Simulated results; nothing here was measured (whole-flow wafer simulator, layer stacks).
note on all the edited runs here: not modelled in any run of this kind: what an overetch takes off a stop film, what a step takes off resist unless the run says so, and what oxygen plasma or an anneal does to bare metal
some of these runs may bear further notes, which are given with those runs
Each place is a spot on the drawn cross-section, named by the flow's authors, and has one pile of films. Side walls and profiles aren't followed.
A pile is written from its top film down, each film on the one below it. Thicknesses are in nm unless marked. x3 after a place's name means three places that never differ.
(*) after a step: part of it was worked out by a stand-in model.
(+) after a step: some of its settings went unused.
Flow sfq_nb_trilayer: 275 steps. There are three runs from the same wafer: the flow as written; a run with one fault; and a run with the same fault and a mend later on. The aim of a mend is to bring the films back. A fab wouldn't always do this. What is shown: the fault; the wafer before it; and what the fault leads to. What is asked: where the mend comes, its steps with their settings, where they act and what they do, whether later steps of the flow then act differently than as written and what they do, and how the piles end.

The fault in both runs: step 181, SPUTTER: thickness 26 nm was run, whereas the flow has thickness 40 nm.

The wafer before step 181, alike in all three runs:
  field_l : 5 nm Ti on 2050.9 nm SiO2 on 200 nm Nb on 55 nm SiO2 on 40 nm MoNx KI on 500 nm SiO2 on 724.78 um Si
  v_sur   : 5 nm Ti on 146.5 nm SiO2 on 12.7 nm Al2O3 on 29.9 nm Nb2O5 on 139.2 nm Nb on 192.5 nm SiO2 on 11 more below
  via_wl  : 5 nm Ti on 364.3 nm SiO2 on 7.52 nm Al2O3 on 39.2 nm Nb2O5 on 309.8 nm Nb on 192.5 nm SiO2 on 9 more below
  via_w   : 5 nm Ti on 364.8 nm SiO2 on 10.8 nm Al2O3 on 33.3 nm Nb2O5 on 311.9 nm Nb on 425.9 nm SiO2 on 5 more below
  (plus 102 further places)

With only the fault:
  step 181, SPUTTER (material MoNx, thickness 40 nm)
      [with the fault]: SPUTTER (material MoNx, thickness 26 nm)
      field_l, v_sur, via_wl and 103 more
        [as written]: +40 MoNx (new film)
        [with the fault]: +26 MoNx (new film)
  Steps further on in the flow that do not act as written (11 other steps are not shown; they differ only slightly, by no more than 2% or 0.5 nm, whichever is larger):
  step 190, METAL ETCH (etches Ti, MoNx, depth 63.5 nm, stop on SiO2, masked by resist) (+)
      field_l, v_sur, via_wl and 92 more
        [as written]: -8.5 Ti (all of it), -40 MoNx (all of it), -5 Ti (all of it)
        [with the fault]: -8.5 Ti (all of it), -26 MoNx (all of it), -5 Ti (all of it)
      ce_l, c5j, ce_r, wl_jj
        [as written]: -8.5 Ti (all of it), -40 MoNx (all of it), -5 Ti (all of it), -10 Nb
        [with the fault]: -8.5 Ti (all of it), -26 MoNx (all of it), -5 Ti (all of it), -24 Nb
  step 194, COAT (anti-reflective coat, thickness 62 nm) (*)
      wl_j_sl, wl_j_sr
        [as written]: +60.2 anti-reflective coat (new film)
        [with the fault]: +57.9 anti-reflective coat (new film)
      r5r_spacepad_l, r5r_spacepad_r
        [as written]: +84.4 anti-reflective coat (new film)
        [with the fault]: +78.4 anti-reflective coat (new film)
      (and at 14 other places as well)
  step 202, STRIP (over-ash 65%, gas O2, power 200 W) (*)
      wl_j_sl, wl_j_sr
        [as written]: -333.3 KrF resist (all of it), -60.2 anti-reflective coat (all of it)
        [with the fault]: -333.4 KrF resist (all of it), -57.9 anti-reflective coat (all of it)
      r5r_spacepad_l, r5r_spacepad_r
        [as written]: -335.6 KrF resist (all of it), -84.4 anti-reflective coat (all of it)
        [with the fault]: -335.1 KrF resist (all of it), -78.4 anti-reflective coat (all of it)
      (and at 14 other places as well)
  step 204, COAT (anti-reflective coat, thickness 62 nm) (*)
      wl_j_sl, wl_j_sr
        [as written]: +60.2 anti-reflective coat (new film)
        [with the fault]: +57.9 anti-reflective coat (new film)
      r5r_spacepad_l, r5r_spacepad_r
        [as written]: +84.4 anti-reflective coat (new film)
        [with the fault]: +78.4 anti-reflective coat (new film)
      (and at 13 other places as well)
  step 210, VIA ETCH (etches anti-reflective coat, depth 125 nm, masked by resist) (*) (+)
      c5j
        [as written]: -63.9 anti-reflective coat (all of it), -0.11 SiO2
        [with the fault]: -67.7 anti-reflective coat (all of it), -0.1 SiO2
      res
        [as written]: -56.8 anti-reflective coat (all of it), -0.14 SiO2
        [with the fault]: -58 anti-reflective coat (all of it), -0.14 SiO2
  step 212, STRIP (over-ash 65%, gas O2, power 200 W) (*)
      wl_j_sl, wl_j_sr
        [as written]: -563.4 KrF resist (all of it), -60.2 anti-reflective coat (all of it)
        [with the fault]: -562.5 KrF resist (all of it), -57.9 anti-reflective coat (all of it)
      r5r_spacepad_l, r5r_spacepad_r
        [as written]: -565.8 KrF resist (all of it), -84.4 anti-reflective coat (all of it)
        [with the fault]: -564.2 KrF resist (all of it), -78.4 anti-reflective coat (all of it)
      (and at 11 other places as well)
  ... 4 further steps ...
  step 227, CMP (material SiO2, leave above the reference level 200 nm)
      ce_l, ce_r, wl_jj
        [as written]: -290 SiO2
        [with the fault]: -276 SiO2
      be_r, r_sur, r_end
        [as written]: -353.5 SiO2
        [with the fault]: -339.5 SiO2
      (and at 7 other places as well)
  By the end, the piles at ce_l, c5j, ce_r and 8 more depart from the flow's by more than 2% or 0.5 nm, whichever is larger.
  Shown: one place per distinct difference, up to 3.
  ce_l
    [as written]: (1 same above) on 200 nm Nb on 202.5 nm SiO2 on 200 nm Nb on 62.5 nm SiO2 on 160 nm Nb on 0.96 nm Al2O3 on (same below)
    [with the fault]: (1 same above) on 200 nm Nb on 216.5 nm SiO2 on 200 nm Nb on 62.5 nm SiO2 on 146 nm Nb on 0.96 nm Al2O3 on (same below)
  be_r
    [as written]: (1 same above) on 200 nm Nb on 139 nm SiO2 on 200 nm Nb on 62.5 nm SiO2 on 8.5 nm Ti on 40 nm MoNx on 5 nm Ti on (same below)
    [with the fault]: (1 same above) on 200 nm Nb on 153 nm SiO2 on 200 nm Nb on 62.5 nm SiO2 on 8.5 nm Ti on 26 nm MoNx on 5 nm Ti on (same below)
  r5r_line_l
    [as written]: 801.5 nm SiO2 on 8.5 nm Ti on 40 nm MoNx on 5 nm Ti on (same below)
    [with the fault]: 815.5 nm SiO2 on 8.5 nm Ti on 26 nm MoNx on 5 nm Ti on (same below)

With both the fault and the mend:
  The mend follows step 181.
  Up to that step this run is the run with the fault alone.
  step 181a, SPUTTER (material MoNx, thickness 14 nm) (a further turn of the flow's step 181, with different settings)
      field_l, v_sur, via_wl and 103 more
        +14 MoNx
  Every later step of the flow that is run acts as written at every place that is followed.
  By the end, the piles equal the flow's at every place that both follow.
